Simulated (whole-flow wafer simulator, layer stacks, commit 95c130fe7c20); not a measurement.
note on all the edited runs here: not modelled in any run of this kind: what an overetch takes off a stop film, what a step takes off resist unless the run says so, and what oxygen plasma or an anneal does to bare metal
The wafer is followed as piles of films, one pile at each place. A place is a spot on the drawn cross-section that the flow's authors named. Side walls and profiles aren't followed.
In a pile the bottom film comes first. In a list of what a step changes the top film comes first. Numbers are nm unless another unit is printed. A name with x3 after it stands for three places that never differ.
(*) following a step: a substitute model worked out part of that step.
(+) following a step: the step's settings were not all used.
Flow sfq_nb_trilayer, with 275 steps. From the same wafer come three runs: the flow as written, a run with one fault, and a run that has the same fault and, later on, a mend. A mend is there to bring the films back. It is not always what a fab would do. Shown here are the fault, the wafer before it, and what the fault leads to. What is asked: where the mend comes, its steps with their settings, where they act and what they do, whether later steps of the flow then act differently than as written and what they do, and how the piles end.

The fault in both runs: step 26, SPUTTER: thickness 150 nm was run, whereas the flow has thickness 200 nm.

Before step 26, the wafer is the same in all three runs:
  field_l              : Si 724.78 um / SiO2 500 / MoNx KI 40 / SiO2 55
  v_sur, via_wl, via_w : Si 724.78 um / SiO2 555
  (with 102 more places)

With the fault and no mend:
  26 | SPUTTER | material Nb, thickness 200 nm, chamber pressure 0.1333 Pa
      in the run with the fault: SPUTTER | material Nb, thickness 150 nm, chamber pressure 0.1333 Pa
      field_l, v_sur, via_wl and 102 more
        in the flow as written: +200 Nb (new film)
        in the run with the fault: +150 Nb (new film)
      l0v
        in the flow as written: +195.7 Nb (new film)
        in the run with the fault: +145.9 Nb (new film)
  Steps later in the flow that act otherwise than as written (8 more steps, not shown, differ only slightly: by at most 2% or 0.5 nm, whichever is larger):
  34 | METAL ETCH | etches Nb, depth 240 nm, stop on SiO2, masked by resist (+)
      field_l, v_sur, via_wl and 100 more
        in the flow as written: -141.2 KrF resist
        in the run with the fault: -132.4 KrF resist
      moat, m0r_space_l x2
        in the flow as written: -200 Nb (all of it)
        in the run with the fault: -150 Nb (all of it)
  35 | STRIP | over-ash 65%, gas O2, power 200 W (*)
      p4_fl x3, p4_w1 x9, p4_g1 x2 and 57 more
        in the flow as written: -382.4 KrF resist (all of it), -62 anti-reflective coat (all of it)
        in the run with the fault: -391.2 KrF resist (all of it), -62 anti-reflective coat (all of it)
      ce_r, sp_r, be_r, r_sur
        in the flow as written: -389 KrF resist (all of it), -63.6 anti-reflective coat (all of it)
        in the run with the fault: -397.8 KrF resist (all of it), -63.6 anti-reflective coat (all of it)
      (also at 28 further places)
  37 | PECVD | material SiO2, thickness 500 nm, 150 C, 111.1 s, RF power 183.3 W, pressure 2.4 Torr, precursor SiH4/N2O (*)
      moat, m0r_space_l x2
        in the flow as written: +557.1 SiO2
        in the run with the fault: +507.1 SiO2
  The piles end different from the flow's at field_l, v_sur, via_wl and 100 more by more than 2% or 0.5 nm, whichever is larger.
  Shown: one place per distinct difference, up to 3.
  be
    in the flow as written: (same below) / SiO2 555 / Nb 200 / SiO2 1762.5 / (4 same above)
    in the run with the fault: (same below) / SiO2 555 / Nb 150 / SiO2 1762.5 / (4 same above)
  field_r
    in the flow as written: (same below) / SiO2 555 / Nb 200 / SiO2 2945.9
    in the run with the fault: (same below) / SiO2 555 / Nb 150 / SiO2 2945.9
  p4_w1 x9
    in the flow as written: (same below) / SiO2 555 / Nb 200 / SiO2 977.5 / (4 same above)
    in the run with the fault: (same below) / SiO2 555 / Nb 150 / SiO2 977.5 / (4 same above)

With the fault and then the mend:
  The mend stands after step 32.
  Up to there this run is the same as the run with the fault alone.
  32a | STRIP | over-ash 65%, gas O2, power 200 W (*)
      p4_fl x3, p4_w1 x9, p4_g1 x2 and 57 more
        -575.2 KrF resist (all of it), -62 anti-reflective coat (all of it)
      jj_sur, ce_l, c5j, ce_r, res, r_end
        -581.9 KrF resist (all of it), -63.6 anti-reflective coat (all of it)
      sp_r, be_r, r_sur
        -581.8 KrF resist (all of it), -63.6 anti-reflective coat (all of it)
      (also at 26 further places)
  32b | SPUTTER | material Nb, thickness 50 nm, chamber pressure 0.1333 Pa (a further turn of the flow's step 26, with different settings)
      field_l, via_wl, via_w and 100 more
        +50 Nb
      v_sur
        +48.3 Nb
      lsp_r
        +49.2 Nb
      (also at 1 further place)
  32c | COAT | anti-reflective coat, thickness 62 nm (*) (a further turn of the flow's step 27)
      p4_fl x3, p4_w1 x9, p4_g1 x2 and 59 more
        +62 anti-reflective coat (new film)
      gap, jj_sur, ce_l and 8 more
        +63.6 anti-reflective coat (new film)
      be, be_sur, field_r, lsp_l, ln_m6
        +63.7 anti-reflective coat (new film)
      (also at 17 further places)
  32d | COAT | KrF resist, thickness 600 nm (*) (a further turn of the flow's step 28)
      p4_fl x3, p4_w1 x9, p4_g1 x2 and 59 more
        +600 KrF resist (new film)
      c5j, ce_r, sp_r, be_r, r_sur, res
        +606.6 KrF resist (new film)
      be_sur, gap, moat, field_r
        +606.8 KrF resist (new film)
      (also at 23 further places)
  32e | SOFTBAKE | KrF resist (a further turn of the flow's step 29)
      alters no film at any place that is followed
  32f | EXPOSE | photomask M0, dose 12.2 mJ/cm2, NA 0.6, wavelength 248 nm (*) (a further turn of the flow's step 30)
      alters no film at any place that is followed
  32g | PEB | KrF resist, 90 s (a further turn of the flow's step 31)
      p4_fl x3, p4_w1 x9, p4_g1 x2 and 62 more
        -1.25 KrF resist
      v_sur, via_wr, via_sp and 21 more
        -1.27 KrF resist
      field_l, l0_sur
        -1.23 KrF resist
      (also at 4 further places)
  32h | DEVELOP | KrF resist, thickness 600 nm, 60 s (a further turn of the flow's step 32)
      field_l, v_sur, via_wl and 100 more
        -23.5 KrF resist
      m0r_space_l x2
        -598.7 KrF resist (all of it)
      moat
        -605.5 KrF resist (all of it)
  None of the later steps of the flow differs from how it acts as written, at any place that is followed, by more than 2% or 0.5 nm, whichever is larger.
  At the end the piles are close to the flow's at the places that both follow, differing by at most 2% or 0.5 nm, whichever is larger.
